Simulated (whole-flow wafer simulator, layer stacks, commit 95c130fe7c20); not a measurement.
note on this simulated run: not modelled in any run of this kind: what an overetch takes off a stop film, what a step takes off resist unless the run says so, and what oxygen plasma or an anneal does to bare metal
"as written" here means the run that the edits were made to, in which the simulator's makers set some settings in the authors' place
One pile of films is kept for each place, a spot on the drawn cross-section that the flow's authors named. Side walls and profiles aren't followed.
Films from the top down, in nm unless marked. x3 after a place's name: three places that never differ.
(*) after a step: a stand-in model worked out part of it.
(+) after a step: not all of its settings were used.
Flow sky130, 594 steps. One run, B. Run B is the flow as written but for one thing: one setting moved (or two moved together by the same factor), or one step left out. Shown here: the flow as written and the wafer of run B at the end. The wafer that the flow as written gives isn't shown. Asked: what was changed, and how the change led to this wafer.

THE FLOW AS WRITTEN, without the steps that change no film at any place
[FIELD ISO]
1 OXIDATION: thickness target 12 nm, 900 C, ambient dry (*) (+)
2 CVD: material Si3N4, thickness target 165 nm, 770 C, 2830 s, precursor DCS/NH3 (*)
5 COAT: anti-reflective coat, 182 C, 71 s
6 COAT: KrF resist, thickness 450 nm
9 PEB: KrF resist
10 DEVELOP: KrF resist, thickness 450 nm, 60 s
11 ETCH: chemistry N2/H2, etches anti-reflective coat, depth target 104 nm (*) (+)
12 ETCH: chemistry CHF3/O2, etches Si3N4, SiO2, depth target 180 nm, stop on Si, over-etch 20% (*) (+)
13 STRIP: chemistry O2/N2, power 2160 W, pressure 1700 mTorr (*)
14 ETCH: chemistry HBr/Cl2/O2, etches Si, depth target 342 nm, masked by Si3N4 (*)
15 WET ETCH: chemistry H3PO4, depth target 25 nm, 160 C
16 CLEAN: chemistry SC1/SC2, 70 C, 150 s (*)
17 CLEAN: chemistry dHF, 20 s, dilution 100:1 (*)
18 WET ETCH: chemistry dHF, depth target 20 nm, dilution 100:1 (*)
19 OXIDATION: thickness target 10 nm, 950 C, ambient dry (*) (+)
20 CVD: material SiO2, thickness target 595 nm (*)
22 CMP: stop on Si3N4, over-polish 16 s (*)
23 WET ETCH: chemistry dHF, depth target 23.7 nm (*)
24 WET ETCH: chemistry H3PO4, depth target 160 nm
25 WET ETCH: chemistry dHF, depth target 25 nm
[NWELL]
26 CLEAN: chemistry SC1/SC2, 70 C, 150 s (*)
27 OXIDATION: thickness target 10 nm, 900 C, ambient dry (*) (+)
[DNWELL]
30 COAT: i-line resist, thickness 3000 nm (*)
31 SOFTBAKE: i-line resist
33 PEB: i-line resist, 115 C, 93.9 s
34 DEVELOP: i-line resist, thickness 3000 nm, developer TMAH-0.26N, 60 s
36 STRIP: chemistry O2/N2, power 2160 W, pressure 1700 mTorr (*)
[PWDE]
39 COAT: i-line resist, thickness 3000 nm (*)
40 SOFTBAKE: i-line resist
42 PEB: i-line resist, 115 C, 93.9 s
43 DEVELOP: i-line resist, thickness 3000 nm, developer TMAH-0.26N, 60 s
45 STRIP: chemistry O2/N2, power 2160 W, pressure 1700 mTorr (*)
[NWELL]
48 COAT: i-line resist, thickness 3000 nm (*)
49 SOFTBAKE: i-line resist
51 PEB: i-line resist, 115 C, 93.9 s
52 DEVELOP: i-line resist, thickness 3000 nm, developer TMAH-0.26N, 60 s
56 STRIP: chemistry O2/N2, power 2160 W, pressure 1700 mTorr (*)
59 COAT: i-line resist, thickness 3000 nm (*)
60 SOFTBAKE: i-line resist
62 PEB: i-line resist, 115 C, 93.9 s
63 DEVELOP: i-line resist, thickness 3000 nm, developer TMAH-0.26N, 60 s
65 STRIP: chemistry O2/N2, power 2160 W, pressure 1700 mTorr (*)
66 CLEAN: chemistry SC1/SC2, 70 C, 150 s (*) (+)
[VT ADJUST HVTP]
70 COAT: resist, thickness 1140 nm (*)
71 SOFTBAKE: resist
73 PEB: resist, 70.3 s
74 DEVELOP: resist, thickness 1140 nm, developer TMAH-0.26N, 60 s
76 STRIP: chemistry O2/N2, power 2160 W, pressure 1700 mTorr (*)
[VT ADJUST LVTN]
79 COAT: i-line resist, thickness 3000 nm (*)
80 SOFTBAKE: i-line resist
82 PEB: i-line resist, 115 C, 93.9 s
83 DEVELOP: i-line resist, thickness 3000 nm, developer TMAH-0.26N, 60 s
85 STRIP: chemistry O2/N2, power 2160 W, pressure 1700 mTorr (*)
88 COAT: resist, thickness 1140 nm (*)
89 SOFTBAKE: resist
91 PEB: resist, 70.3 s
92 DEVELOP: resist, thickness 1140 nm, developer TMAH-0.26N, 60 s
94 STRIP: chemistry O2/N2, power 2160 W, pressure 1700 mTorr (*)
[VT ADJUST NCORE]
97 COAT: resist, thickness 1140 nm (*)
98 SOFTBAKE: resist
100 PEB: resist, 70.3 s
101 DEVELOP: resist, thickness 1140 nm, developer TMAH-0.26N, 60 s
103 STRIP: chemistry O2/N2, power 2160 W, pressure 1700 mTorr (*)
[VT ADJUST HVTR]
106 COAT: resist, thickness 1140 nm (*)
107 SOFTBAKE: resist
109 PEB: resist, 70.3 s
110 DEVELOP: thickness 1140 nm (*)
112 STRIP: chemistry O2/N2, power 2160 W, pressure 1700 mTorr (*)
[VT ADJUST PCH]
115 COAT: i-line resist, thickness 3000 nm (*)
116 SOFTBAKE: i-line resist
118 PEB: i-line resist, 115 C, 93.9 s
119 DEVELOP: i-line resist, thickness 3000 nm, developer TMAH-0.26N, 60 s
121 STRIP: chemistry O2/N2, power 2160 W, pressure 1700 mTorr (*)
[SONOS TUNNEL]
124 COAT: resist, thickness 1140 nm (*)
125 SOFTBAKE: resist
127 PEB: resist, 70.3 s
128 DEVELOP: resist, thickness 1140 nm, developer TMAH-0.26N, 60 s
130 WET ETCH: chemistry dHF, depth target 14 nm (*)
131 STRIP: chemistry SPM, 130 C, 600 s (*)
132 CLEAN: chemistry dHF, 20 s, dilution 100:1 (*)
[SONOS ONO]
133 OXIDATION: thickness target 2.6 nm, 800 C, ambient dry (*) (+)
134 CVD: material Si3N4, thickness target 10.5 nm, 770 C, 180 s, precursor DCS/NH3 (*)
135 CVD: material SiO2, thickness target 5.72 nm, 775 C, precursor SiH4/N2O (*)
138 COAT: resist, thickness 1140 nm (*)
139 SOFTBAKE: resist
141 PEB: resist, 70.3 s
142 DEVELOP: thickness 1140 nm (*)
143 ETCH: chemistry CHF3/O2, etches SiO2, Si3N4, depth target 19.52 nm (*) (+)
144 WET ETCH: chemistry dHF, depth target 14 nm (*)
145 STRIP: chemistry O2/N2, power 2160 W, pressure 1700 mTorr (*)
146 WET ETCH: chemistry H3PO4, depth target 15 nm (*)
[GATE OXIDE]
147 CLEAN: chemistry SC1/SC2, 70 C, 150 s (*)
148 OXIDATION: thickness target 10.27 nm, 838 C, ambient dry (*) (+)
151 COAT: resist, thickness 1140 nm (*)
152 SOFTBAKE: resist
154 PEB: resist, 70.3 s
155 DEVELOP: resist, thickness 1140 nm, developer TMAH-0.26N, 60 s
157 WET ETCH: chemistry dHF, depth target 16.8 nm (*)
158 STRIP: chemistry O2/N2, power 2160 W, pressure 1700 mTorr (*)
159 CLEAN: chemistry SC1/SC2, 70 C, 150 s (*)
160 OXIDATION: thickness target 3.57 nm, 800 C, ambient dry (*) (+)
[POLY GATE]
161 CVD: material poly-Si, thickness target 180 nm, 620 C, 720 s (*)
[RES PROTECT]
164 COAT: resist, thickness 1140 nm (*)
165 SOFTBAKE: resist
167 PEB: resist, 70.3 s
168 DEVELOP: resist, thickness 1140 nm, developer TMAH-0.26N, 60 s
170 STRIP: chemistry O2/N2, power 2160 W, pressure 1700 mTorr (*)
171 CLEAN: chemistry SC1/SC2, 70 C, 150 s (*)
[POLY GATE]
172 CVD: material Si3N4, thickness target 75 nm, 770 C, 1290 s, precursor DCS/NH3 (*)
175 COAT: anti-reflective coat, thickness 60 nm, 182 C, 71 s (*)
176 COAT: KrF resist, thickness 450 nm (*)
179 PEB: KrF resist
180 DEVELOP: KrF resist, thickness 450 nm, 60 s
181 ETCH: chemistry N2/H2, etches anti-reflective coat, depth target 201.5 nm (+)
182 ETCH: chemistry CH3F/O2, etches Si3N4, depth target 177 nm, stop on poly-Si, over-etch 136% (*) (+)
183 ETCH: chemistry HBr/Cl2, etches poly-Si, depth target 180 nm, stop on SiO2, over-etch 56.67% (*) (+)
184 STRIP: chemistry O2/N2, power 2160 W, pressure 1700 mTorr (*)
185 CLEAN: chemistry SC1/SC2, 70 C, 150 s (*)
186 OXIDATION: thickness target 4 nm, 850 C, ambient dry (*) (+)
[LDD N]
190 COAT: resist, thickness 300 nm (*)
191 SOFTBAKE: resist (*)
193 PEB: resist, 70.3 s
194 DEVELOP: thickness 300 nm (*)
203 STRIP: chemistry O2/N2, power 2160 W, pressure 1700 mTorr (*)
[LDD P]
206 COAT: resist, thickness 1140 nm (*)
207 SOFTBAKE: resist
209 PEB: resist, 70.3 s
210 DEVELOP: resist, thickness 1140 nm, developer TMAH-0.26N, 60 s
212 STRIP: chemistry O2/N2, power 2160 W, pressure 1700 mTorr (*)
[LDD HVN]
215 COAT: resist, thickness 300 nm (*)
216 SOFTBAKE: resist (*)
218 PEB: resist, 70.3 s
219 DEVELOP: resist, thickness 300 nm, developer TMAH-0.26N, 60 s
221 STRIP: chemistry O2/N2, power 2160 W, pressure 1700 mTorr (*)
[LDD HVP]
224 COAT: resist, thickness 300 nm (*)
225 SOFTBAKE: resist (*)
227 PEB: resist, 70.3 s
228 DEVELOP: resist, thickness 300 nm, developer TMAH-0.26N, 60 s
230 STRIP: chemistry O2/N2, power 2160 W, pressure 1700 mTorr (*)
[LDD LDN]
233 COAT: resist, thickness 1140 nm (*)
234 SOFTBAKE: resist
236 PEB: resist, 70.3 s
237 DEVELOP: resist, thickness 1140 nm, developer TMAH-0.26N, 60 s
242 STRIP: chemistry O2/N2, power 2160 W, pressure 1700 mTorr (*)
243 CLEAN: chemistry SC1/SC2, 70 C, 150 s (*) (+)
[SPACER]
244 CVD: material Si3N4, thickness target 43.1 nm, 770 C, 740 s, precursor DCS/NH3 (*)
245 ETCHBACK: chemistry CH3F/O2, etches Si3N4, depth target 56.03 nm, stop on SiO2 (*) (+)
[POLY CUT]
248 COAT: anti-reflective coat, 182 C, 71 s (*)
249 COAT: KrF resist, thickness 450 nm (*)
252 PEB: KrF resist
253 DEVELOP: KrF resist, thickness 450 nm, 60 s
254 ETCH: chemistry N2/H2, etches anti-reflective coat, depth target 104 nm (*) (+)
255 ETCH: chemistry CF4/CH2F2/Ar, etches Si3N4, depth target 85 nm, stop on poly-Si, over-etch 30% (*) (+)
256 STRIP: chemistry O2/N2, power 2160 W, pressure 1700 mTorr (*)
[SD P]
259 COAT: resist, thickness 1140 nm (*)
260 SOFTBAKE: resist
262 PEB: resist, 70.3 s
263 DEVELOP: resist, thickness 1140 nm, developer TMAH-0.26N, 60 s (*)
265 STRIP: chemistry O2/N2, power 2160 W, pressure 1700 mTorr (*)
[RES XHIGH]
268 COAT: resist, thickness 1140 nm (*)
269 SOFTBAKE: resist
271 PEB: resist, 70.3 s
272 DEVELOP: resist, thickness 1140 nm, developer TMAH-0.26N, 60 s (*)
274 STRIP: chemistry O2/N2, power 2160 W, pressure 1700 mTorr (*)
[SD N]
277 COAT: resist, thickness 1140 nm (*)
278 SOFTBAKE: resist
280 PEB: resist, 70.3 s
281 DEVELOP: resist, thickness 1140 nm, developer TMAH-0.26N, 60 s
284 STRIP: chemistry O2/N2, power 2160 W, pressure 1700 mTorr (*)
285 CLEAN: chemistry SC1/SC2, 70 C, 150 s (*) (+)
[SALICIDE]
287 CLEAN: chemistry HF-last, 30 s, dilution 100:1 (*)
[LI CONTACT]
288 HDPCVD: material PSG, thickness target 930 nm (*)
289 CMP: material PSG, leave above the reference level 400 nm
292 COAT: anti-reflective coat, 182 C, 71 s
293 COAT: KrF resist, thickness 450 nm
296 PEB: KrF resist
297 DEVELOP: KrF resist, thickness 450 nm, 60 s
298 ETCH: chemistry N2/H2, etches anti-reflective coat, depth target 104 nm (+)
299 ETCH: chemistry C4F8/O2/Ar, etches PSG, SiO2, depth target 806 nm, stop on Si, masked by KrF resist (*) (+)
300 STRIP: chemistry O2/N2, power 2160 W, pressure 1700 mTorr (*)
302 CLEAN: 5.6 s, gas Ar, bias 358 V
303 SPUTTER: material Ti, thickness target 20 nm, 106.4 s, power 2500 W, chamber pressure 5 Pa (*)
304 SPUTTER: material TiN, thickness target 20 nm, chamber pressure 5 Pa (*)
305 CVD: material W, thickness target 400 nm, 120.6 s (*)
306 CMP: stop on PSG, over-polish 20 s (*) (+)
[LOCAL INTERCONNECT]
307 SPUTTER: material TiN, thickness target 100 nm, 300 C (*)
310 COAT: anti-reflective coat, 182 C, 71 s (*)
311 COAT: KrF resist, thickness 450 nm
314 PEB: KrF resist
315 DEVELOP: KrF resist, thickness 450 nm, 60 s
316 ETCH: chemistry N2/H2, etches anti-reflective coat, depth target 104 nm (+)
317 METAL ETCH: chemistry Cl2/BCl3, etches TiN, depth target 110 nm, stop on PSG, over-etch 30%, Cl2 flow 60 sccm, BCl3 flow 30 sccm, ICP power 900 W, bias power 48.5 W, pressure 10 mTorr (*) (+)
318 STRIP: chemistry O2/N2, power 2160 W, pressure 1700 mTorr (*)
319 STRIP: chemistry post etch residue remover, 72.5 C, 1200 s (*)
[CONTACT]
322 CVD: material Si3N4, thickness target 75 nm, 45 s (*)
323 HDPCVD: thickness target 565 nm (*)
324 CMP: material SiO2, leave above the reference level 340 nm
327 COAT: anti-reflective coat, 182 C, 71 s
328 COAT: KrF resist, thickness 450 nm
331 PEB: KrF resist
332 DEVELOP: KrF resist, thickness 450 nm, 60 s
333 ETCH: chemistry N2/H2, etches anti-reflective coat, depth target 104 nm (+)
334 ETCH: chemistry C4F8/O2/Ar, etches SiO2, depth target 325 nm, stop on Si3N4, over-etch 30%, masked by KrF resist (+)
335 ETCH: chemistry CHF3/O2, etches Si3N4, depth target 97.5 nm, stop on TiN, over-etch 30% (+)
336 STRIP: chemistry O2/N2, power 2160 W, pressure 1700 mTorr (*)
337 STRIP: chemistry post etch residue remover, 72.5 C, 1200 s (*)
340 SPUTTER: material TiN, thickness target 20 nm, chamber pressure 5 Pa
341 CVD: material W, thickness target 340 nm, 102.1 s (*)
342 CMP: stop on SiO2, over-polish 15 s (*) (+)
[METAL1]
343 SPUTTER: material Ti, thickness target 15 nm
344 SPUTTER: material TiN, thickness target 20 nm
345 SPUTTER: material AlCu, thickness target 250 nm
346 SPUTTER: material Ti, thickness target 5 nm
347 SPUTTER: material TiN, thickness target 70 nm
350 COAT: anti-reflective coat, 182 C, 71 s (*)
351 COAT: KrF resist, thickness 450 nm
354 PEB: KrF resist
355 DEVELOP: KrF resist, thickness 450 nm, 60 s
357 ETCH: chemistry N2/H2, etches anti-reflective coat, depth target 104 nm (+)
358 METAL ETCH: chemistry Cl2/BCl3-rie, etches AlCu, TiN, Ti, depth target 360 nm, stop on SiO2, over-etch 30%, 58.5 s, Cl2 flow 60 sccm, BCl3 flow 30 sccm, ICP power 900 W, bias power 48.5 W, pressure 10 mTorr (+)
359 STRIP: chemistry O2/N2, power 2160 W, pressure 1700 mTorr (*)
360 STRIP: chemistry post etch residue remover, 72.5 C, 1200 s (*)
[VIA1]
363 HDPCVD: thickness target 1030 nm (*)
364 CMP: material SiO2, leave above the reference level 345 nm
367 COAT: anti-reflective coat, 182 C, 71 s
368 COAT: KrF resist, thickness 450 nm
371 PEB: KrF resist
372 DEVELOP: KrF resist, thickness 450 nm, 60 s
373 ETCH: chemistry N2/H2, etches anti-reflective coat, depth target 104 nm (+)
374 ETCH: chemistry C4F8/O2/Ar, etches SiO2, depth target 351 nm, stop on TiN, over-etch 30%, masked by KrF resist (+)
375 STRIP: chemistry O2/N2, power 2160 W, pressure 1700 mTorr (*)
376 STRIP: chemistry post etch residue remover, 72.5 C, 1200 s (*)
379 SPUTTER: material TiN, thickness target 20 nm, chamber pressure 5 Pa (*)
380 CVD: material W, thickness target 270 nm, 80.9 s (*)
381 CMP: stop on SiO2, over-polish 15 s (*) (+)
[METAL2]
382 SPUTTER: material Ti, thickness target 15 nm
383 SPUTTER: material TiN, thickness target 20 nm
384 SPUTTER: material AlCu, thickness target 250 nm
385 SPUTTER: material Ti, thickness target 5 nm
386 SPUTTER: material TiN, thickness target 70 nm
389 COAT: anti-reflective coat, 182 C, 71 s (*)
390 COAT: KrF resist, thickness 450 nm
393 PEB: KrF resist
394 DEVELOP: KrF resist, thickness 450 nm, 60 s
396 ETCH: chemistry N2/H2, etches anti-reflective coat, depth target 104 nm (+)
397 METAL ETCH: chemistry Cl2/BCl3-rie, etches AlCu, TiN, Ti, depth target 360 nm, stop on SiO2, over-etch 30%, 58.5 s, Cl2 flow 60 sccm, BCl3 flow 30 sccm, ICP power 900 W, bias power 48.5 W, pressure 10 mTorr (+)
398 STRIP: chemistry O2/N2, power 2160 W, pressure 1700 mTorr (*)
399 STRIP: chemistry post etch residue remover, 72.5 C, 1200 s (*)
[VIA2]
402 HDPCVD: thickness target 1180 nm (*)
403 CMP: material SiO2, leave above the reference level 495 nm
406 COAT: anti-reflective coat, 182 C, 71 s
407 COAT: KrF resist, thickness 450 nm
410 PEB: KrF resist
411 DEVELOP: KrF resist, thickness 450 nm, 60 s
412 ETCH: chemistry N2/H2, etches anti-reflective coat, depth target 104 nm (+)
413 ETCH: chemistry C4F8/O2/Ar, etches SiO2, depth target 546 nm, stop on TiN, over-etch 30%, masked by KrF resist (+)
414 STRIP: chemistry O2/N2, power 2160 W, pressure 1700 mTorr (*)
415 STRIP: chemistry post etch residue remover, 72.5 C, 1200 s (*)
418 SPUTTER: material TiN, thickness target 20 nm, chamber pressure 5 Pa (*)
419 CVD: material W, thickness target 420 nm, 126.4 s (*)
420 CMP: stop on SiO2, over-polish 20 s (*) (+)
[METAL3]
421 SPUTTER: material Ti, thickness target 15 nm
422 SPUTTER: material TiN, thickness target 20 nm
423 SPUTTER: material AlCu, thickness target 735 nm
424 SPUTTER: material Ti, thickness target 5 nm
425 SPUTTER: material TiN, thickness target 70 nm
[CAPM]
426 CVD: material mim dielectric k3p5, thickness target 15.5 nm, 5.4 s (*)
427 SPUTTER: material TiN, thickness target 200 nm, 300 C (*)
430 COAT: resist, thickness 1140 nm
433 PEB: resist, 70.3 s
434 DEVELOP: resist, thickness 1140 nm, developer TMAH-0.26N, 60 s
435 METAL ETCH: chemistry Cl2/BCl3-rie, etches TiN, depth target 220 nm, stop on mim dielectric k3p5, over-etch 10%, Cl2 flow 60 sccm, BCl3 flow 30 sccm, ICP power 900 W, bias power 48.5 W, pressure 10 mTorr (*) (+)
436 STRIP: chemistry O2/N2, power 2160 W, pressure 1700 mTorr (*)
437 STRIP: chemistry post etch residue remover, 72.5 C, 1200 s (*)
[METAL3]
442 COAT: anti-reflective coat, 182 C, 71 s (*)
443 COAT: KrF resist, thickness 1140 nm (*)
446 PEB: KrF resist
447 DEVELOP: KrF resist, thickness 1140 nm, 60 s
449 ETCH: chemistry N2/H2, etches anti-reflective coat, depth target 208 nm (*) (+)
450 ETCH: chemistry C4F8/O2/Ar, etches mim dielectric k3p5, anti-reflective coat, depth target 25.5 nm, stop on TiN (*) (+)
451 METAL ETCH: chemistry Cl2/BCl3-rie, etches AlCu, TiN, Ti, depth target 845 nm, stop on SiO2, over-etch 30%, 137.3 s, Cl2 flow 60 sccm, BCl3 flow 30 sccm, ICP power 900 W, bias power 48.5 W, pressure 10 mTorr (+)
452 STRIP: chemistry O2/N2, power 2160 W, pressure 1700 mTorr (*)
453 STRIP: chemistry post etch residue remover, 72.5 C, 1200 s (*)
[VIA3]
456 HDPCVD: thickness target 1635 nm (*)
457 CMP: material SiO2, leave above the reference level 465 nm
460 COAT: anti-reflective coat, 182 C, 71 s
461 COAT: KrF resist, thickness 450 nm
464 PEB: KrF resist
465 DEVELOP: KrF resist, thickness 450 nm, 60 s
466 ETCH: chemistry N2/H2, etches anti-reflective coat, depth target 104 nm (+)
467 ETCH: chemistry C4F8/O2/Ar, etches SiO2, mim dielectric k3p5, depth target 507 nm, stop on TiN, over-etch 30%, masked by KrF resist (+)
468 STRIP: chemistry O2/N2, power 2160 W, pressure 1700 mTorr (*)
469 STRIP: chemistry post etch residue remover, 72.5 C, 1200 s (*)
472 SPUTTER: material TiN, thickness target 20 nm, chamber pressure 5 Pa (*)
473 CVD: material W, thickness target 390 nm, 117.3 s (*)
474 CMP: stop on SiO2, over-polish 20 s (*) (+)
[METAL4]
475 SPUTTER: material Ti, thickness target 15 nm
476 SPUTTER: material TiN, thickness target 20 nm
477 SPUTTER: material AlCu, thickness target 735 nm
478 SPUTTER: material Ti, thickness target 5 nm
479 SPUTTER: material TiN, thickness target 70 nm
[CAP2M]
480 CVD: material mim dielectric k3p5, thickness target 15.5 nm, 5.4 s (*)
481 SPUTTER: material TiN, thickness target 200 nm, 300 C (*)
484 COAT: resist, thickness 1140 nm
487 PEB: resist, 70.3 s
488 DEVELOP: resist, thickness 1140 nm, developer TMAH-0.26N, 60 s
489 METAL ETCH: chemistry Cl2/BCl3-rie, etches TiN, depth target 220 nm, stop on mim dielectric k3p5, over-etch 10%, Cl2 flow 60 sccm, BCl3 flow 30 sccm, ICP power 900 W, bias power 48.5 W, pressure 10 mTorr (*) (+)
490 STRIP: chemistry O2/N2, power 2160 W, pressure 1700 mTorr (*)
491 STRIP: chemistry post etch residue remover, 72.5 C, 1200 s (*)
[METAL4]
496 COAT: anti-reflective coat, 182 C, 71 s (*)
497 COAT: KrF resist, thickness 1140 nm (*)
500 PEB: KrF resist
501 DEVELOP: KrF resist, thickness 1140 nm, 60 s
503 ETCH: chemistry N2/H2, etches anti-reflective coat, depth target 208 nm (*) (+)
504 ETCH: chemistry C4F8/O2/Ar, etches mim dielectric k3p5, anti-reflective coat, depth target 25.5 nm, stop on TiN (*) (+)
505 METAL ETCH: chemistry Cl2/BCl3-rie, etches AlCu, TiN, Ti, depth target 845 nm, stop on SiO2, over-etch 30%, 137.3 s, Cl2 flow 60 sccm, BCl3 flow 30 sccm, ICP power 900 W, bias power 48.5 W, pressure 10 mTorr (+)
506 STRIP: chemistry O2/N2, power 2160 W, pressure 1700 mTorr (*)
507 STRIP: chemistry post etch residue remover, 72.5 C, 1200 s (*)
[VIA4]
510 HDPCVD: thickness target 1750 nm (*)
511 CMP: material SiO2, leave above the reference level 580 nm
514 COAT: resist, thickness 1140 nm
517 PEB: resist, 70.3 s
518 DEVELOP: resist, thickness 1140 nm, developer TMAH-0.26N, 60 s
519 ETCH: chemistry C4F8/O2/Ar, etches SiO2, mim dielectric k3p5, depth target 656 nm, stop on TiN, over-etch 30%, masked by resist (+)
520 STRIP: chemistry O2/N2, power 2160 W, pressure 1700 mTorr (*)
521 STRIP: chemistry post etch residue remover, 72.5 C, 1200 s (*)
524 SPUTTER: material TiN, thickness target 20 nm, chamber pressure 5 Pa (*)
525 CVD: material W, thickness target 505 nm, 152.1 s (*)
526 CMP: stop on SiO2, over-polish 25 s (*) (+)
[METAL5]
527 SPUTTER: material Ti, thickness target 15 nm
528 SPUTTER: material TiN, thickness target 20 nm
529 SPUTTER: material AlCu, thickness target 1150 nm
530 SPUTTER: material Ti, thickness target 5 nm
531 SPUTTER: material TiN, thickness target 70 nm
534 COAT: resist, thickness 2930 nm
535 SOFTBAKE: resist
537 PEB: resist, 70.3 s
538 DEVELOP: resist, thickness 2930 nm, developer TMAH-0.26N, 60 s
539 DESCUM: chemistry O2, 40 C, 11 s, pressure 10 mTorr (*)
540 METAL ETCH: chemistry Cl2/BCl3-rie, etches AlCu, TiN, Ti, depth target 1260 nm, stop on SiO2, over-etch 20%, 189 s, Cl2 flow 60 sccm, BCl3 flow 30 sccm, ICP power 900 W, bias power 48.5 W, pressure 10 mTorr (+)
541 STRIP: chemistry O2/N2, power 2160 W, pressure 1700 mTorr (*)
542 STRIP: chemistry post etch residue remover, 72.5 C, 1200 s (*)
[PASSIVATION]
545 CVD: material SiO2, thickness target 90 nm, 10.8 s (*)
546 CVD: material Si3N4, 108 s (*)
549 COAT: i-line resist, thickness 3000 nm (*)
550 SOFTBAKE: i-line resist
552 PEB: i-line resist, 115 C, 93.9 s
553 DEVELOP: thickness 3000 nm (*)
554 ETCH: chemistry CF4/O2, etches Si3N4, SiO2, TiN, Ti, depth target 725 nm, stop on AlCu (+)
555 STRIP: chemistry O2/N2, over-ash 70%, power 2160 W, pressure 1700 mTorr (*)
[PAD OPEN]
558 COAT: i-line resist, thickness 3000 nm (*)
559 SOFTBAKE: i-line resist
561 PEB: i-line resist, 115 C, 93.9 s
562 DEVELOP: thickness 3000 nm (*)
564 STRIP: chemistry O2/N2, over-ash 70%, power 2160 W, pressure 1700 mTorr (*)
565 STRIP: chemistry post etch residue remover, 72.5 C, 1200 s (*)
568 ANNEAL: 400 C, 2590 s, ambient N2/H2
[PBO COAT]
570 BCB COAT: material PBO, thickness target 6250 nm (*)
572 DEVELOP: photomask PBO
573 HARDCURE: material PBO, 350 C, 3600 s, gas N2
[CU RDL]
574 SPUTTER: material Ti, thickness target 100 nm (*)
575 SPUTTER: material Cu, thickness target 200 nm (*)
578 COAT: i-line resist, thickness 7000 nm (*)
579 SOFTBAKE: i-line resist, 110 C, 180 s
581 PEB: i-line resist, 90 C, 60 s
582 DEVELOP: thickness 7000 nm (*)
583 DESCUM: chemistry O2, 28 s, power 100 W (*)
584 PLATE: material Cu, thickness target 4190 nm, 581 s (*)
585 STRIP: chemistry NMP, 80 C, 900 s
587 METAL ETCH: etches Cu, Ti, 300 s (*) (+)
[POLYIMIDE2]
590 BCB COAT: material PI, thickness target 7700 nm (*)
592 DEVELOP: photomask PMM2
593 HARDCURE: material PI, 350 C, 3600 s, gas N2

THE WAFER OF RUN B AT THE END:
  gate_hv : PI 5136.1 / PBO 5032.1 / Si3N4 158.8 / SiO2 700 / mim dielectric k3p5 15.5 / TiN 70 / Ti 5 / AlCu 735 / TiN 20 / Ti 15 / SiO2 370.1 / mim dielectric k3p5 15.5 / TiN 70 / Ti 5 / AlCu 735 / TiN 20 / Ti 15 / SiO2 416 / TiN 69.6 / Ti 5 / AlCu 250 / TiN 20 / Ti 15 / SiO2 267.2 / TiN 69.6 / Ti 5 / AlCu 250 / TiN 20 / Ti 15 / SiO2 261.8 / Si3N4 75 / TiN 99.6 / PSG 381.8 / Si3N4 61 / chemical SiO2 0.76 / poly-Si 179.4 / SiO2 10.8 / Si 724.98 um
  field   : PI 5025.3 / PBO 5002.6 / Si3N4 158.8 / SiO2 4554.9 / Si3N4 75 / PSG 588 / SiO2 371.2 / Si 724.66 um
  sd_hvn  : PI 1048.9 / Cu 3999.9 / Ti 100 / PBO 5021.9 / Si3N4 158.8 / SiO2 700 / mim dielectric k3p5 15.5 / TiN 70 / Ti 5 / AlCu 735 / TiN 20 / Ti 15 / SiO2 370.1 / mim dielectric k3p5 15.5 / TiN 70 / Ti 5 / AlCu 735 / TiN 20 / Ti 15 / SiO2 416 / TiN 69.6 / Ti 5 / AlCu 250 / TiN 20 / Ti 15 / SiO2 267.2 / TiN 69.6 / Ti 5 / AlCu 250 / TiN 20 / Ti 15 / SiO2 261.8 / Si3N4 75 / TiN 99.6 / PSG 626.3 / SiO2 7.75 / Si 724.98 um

The cause: step 511, CMP: leave above the reference level 696 nm was run, where the flow has leave above the reference level 580 nm.

How the change led to this, step by step:
  511 CMP: material SiO2, leave above the reference level 580 nm
      n_well, p_well, gate_hv and 99 more: SiO2 -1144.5 (as written it would be: SiO2 -1260.5)
      field, active, gate and 77 more: SiO2 -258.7 (as written it would be: SiO2 -374.7)
      (and at 11 more places)
  519 ETCH: chemistry C4F8/O2/Ar, etches SiO2, mim dielectric k3p5, depth target 656 nm, stop on TiN, over-etch 30%, masked by resist (+)
      m1: SiO2 -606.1 (all of it), mim dielectric k3p5 -15.5 (all of it) (as written it would be: SiO2 -490.1 (all of it), mim dielectric k3p5 -15.5 (all of it))
      via4_hole: SiO2 -605.5 (all of it), mim dielectric k3p5 -15.5 (all of it) (as written it would be: SiO2 -489.5 (all of it), mim dielectric k3p5 -15.5 (all of it))
  524 SPUTTER: material TiN, thickness target 20 nm, chamber pressure 5 Pa (*)
      m1, via4_hole: TiN +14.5 (as written it would be: TiN +15.3)
  525 CVD: material W, thickness target 505 nm, 152.1 s (*)
      m1: W +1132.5 (new film) (as written it would be: W +1015.8 (new film))
      via4_hole: W +1131.9 (new film) (as written it would be: W +1015.2 (new film))
